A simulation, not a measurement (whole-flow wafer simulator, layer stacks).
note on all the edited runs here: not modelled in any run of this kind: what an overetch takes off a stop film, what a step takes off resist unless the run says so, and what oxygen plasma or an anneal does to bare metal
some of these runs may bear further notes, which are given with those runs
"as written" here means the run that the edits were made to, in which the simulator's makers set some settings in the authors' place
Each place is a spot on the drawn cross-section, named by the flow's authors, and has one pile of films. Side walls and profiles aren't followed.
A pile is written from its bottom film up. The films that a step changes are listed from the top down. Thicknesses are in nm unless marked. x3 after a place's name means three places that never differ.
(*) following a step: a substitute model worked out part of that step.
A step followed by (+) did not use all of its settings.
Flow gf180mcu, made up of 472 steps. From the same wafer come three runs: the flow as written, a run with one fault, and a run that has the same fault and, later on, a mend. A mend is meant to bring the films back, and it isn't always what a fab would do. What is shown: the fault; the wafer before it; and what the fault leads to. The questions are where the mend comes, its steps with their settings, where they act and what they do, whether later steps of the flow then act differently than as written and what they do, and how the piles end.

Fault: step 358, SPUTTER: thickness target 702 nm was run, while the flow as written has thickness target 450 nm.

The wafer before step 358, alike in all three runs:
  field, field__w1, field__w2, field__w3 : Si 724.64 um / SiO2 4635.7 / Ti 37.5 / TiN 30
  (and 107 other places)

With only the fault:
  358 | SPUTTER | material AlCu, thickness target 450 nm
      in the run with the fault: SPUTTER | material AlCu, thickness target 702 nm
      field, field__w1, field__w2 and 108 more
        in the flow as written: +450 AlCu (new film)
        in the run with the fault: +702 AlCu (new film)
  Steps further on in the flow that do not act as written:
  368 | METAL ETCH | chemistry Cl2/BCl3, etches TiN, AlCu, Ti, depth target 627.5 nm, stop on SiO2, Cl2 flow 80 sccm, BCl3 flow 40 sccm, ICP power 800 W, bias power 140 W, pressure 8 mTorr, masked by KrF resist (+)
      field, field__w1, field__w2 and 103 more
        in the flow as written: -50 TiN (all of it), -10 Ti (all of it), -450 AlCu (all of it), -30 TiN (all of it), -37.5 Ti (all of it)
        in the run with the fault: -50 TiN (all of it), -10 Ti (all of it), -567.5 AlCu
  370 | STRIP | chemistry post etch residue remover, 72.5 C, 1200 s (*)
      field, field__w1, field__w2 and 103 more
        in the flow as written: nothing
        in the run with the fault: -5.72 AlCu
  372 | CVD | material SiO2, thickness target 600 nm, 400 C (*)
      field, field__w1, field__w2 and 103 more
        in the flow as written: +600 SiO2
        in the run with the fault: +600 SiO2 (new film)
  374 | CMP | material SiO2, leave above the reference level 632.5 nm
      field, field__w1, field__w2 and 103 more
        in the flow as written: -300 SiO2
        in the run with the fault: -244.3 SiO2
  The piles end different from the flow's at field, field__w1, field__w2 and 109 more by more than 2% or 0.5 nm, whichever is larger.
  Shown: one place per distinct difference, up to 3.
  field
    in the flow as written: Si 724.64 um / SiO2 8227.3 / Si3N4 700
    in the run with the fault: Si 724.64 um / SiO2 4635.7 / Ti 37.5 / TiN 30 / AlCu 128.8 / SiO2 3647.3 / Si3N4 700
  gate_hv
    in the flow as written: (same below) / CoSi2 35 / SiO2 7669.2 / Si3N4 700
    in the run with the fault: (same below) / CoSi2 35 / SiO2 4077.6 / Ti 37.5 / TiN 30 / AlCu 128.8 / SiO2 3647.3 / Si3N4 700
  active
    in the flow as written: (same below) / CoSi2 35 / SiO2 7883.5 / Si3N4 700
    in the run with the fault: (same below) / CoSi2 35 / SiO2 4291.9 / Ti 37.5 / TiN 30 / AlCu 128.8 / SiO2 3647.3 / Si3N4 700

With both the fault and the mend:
  After step 358 comes the mend.
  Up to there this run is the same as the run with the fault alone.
  358a | METAL ETCH | chemistry Cl2/BCl3, etches TiN, AlCu, Ti, depth target 252 nm, Cl2 flow 80 sccm, BCl3 flow 40 sccm, ICP power 800 W, bias power 140 W, pressure 8 mTorr (a further turn of the flow's step 260, with different settings)
      field, field__w1, field__w2 and 108 more
        -252 AlCu
  Later steps of the flow that are run all act as written at every place that is followed.
  By the end, the piles equal the flow's at every place that both follow.
